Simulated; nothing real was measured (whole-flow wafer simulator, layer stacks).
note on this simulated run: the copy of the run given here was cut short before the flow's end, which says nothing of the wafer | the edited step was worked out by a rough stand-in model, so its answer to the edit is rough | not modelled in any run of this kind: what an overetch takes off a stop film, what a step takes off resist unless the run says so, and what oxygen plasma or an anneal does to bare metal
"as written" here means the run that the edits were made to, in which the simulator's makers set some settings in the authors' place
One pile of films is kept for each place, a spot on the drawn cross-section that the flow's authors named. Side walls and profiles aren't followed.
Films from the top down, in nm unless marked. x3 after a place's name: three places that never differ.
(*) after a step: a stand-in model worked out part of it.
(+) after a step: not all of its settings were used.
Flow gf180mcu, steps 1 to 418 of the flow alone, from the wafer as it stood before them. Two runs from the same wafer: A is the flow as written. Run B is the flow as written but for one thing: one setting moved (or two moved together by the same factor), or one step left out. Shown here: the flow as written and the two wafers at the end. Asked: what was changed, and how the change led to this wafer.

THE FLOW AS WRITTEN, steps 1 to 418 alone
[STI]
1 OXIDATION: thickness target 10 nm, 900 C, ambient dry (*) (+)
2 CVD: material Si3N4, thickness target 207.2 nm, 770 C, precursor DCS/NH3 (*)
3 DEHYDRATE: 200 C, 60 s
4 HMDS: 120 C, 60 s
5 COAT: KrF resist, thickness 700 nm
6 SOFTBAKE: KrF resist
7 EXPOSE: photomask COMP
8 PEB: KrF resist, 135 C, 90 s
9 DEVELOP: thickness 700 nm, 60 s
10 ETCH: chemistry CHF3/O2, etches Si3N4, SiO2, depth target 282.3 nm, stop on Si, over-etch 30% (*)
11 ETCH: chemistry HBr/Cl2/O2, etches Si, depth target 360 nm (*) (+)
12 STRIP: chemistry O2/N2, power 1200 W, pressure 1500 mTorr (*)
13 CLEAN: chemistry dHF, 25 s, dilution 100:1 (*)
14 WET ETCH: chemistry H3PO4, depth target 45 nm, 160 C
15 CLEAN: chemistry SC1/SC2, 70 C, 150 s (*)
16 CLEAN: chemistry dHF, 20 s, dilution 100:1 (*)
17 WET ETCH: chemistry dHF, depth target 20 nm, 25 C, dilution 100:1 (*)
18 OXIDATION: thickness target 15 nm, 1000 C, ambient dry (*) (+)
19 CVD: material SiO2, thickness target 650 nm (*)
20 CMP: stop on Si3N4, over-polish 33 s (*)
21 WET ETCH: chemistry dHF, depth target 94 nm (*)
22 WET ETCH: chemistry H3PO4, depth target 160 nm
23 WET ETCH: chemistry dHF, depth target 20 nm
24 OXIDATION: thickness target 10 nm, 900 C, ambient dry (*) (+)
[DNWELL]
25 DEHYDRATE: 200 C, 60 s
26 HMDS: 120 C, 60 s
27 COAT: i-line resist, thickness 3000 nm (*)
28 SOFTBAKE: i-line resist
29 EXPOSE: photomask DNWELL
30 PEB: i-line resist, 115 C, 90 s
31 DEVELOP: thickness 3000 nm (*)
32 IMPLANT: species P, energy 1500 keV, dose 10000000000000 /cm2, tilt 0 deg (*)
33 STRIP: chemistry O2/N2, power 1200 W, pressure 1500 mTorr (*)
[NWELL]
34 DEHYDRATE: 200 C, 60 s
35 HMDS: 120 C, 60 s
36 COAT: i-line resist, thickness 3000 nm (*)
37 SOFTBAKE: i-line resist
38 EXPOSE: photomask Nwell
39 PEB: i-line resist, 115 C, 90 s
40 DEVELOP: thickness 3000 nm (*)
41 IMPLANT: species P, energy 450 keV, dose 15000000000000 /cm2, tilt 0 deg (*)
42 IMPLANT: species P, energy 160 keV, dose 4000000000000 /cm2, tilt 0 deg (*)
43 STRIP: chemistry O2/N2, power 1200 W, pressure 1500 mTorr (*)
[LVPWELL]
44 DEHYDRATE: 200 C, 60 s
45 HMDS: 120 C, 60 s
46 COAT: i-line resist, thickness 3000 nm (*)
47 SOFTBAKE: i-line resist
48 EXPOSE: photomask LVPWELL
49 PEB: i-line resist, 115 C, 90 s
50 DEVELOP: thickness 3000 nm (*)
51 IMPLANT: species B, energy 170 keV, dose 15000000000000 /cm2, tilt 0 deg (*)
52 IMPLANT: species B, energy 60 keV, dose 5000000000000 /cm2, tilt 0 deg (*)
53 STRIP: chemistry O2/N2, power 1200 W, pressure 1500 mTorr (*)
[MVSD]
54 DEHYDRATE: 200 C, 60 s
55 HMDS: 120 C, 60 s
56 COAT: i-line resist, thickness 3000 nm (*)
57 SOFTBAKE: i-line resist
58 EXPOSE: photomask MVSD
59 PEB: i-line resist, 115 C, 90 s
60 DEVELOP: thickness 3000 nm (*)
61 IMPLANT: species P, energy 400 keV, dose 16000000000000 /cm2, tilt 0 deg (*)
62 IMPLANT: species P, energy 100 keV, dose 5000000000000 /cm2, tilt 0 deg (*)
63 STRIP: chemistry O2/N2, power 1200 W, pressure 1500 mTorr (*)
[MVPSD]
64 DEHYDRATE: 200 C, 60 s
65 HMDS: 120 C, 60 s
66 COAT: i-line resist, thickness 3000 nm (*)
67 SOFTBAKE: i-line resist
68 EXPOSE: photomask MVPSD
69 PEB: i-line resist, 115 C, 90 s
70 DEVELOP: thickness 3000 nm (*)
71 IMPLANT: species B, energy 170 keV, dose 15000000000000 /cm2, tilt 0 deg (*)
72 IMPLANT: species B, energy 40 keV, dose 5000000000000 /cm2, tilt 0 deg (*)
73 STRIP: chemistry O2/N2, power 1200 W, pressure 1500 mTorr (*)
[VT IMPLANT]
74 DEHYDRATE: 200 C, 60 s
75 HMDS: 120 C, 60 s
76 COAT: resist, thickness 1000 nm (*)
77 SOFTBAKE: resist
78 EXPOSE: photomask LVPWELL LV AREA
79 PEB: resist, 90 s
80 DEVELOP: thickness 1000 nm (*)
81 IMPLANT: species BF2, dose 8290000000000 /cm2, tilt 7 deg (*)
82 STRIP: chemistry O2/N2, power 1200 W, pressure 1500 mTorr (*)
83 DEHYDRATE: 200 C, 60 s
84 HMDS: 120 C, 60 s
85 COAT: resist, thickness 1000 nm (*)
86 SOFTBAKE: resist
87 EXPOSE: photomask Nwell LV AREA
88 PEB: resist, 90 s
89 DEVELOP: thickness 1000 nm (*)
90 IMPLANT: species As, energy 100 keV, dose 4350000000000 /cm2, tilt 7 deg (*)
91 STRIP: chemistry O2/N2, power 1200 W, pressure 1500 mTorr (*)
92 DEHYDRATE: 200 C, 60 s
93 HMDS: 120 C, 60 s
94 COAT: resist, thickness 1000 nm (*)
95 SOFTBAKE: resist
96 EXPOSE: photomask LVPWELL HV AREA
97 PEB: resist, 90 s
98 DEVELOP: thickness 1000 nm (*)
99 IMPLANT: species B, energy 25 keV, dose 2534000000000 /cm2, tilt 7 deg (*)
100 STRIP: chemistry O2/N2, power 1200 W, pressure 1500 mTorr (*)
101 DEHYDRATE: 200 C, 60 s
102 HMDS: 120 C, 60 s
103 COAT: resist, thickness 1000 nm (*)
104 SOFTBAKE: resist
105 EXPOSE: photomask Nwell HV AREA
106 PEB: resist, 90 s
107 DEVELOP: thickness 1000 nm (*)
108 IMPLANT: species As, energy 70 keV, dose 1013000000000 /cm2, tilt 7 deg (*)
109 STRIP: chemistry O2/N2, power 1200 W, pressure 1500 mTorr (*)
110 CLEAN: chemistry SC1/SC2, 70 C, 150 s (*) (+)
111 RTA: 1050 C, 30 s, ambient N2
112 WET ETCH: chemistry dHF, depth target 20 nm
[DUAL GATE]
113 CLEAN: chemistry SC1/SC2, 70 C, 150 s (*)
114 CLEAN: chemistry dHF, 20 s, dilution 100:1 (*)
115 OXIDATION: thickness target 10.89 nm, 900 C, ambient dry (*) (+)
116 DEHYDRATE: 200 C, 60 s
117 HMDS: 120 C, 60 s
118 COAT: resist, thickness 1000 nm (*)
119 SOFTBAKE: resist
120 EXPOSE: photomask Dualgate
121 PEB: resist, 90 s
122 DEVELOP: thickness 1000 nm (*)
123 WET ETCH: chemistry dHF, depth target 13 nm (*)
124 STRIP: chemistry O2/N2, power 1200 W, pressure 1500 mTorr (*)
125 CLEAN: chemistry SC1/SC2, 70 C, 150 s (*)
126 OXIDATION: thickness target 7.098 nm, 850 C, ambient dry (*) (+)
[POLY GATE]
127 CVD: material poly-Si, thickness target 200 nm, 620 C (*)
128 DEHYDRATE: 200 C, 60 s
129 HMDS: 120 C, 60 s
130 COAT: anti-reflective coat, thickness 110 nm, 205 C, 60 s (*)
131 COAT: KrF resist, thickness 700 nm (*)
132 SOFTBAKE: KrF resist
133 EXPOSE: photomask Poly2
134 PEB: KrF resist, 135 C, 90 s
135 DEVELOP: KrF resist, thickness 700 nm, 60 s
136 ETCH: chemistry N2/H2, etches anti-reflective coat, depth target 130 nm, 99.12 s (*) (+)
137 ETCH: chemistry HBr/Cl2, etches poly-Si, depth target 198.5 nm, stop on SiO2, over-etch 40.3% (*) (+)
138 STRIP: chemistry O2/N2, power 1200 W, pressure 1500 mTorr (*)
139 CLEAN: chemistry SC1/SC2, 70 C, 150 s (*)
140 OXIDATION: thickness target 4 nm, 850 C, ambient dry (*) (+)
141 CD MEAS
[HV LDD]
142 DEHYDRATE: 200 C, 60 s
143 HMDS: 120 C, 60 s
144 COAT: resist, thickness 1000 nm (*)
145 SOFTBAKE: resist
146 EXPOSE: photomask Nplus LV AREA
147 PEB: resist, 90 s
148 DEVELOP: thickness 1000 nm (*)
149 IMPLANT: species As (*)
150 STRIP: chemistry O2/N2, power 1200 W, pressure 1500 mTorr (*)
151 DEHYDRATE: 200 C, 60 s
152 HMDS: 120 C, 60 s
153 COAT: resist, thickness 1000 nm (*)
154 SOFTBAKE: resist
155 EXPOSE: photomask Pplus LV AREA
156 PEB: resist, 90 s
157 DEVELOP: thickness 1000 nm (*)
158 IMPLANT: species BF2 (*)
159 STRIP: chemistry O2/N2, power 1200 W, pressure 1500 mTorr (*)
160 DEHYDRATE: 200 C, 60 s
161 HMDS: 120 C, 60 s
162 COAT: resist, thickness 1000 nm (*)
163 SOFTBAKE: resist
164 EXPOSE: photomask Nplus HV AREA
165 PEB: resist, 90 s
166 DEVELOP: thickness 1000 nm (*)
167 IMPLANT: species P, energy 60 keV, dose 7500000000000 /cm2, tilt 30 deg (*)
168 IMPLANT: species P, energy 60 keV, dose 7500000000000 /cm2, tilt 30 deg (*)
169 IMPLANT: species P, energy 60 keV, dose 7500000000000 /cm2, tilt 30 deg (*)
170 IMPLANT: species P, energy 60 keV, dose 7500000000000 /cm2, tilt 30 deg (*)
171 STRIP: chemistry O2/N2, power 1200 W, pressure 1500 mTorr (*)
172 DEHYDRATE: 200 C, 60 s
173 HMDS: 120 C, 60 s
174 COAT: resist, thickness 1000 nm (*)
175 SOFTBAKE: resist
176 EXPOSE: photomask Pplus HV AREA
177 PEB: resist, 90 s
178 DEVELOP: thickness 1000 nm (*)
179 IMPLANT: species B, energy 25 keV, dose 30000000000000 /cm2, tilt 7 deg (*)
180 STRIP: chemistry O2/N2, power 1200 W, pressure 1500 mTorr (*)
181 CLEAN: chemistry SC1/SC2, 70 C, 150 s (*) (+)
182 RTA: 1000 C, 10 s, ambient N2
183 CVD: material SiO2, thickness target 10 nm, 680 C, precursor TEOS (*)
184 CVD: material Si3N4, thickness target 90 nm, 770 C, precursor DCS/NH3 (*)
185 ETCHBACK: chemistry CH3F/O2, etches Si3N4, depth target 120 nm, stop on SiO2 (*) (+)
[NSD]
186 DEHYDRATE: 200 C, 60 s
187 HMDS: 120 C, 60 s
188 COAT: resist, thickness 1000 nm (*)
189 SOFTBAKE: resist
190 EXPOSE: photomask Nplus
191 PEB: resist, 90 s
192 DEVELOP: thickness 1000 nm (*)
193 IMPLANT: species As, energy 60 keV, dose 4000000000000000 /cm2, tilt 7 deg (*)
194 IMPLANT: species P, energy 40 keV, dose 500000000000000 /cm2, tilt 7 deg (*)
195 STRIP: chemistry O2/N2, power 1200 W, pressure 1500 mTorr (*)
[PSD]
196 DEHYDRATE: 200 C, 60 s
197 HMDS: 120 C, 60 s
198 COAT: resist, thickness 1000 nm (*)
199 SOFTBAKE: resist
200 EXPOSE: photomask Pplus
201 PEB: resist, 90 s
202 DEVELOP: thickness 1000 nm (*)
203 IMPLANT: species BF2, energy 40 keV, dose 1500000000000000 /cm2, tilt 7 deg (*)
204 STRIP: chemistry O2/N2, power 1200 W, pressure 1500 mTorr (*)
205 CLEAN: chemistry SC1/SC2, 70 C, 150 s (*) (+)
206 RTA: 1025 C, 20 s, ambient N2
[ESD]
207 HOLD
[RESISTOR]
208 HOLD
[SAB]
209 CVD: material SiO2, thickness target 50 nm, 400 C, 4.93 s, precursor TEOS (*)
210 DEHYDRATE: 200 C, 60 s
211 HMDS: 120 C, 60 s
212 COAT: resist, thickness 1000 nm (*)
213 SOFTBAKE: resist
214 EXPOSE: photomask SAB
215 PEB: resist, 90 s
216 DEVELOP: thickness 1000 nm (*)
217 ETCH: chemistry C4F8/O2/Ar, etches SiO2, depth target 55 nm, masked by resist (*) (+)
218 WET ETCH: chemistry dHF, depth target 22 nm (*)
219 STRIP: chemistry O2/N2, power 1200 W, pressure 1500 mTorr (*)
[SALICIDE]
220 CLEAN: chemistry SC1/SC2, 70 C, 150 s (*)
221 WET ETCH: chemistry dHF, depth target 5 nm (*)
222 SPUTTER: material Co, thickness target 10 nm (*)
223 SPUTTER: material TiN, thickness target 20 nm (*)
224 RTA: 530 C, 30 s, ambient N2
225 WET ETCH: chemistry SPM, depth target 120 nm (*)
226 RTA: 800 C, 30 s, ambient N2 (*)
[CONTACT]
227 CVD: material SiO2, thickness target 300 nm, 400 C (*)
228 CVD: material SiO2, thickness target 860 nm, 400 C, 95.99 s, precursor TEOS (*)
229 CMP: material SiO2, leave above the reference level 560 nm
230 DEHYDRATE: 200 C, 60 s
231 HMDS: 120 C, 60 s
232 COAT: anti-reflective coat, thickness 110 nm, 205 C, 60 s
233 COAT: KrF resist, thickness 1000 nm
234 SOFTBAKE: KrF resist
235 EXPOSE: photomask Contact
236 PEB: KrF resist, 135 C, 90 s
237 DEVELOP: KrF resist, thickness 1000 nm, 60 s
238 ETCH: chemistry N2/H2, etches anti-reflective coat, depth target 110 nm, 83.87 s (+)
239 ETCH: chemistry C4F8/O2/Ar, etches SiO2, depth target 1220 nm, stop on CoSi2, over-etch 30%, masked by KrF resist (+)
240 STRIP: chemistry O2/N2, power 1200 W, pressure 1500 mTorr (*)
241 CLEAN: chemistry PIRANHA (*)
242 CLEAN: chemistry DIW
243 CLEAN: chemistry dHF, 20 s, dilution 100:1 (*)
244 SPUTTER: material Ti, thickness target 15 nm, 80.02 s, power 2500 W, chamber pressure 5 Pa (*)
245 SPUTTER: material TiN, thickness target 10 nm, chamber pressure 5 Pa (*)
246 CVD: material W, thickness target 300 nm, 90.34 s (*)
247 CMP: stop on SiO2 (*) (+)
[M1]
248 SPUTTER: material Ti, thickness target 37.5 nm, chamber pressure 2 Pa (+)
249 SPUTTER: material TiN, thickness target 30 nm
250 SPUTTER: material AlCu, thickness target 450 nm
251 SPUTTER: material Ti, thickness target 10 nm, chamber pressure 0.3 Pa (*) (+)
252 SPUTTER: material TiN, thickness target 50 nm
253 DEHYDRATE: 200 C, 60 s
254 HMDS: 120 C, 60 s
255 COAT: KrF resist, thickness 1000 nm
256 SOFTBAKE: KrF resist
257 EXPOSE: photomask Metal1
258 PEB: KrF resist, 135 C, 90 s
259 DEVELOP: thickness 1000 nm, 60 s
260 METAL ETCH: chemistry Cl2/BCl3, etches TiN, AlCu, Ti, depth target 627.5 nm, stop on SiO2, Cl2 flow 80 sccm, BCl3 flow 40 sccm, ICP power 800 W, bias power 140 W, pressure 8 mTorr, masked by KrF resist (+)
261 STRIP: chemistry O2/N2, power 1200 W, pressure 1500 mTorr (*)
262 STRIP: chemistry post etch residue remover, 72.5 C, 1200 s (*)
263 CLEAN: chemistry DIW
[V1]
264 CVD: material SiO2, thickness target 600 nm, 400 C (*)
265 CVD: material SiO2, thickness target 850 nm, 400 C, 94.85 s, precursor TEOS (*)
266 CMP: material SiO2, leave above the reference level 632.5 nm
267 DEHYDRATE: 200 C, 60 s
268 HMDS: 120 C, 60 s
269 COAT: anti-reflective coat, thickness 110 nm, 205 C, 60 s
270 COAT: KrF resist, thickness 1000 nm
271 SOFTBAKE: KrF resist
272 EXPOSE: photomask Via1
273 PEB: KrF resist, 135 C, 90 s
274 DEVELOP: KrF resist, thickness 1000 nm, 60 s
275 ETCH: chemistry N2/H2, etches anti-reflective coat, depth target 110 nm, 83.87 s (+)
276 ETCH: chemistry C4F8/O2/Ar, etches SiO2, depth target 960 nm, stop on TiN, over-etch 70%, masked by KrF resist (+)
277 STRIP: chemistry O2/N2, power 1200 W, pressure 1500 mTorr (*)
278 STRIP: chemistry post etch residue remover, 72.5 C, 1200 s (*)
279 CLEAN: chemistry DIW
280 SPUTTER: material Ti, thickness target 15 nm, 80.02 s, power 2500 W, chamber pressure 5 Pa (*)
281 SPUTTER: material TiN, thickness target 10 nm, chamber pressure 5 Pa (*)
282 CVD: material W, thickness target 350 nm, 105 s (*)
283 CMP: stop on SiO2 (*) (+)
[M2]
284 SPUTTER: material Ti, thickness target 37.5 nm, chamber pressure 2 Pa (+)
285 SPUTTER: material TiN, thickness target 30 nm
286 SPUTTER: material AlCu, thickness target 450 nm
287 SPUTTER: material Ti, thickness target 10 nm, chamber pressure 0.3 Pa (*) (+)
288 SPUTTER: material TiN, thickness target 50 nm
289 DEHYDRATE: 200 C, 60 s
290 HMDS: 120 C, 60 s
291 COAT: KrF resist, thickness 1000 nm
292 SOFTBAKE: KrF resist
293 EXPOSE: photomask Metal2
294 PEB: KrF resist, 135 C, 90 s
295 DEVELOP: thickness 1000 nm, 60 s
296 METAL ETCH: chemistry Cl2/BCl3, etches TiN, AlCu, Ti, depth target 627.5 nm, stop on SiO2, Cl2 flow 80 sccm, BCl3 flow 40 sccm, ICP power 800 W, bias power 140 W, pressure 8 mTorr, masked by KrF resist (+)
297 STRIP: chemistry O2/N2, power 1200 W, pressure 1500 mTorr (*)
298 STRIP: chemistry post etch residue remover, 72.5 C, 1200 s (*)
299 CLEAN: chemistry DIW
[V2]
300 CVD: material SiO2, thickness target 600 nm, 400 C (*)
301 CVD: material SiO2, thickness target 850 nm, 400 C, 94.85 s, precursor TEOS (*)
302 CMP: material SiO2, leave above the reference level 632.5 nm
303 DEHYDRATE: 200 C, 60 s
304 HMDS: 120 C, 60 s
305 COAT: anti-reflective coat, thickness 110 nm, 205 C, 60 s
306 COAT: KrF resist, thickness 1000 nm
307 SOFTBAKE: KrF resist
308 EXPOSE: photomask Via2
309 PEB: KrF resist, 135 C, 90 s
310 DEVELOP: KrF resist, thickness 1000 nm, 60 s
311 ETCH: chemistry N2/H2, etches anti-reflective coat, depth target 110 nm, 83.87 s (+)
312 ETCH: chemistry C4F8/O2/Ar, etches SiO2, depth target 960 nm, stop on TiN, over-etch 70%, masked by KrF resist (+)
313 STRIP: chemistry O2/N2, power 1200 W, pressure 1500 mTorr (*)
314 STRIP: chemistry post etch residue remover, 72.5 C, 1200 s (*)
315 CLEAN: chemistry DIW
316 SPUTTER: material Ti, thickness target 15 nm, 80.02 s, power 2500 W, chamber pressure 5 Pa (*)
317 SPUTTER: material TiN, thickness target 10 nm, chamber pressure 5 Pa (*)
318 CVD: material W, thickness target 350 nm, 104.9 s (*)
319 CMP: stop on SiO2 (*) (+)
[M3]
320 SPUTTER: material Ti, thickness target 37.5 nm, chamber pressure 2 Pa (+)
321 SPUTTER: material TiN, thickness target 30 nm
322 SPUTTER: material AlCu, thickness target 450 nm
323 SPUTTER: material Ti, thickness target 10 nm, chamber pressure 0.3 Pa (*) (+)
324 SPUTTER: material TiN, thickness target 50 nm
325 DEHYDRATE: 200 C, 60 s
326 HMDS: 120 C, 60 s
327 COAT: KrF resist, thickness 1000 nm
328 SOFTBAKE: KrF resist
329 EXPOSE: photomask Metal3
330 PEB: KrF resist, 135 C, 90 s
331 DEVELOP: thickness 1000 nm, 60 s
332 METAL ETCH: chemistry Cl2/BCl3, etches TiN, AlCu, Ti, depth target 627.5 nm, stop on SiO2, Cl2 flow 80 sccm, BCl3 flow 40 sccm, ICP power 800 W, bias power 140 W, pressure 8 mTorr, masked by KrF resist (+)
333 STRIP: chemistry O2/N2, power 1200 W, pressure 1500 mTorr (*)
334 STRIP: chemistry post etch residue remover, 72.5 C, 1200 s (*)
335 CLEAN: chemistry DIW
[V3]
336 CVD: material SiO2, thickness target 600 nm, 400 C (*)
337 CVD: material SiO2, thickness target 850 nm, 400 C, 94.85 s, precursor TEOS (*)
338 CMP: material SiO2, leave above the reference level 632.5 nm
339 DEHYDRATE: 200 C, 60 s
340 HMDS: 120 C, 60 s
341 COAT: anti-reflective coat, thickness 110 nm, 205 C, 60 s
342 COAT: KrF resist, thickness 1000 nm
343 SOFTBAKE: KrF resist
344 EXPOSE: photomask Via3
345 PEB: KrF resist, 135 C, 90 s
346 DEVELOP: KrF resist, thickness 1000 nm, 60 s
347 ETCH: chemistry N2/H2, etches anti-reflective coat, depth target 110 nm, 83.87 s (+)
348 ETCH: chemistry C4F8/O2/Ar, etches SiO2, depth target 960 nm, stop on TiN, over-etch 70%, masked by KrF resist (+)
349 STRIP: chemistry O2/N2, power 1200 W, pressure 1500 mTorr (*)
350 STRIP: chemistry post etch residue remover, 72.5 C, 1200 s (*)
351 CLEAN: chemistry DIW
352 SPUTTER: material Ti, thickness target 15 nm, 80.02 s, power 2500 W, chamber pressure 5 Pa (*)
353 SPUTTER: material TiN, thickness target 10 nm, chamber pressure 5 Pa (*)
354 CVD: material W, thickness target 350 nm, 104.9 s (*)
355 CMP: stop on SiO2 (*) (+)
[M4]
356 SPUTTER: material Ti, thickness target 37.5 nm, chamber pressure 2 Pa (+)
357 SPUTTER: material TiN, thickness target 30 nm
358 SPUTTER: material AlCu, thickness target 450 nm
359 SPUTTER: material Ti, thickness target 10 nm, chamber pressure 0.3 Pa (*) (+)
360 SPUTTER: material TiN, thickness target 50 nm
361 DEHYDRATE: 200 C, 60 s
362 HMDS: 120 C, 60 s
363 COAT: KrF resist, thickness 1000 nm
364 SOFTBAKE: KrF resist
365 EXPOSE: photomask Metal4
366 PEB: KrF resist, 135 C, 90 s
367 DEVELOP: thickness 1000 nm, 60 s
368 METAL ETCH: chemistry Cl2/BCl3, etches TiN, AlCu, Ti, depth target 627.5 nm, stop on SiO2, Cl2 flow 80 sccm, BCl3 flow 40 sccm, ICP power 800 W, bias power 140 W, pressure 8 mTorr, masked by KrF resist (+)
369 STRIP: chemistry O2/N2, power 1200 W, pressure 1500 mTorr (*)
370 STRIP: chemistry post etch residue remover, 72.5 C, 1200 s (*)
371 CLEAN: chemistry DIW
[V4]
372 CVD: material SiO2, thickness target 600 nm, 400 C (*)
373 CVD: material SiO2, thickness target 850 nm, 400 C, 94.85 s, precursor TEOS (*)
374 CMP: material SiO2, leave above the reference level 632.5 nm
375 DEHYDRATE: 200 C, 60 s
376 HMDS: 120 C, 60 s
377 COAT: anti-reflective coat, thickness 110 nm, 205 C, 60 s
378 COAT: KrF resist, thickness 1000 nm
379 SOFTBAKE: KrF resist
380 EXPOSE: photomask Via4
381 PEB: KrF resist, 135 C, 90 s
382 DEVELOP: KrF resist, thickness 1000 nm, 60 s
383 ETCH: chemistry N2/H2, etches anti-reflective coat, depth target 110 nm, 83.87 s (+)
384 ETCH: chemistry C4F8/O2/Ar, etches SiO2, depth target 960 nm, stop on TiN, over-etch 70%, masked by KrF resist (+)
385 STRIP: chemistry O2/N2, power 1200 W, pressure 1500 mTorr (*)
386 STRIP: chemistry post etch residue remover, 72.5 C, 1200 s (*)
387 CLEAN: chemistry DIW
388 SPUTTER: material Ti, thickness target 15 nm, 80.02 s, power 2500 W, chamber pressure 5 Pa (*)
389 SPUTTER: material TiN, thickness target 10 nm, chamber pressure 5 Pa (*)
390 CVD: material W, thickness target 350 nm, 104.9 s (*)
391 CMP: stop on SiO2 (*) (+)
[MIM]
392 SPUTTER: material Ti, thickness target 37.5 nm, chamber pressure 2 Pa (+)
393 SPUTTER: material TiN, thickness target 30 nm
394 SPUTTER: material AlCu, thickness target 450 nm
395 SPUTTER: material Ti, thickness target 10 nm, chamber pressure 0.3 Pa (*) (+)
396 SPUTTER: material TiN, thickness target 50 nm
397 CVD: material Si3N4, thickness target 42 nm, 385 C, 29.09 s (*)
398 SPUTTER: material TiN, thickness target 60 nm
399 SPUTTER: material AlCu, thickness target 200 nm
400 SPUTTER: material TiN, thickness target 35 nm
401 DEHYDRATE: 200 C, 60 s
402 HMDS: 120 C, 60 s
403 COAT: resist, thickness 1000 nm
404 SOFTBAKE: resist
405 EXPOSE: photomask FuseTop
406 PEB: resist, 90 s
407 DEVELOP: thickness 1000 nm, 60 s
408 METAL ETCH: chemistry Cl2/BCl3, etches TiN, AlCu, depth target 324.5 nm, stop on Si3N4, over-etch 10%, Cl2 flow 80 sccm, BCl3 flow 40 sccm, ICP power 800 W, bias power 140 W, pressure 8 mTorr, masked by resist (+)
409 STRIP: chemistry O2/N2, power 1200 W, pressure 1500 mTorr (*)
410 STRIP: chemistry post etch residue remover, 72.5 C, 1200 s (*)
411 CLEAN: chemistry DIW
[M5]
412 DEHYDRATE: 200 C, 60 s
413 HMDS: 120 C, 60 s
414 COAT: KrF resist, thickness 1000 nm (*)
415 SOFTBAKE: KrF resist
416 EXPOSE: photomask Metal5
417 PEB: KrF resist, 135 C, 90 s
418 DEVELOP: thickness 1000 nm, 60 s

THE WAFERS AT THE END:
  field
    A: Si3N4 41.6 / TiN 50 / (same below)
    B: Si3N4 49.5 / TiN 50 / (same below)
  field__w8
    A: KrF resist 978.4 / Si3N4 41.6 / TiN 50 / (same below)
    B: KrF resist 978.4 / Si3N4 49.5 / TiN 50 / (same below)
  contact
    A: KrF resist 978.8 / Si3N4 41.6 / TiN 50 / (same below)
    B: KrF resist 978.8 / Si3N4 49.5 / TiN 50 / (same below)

The cause: step 397, CVD: 34.54 s was run, where the flow has 29.09 s.

How the change led to this, step by step:
  397 CVD: material Si3N4, thickness target 42 nm, 385 C, 29.09 s (*)
      field, field__w1, field__w2 and 108 more: A Si3N4 +42 (new film) | B Si3N4 +49.9 (new film)
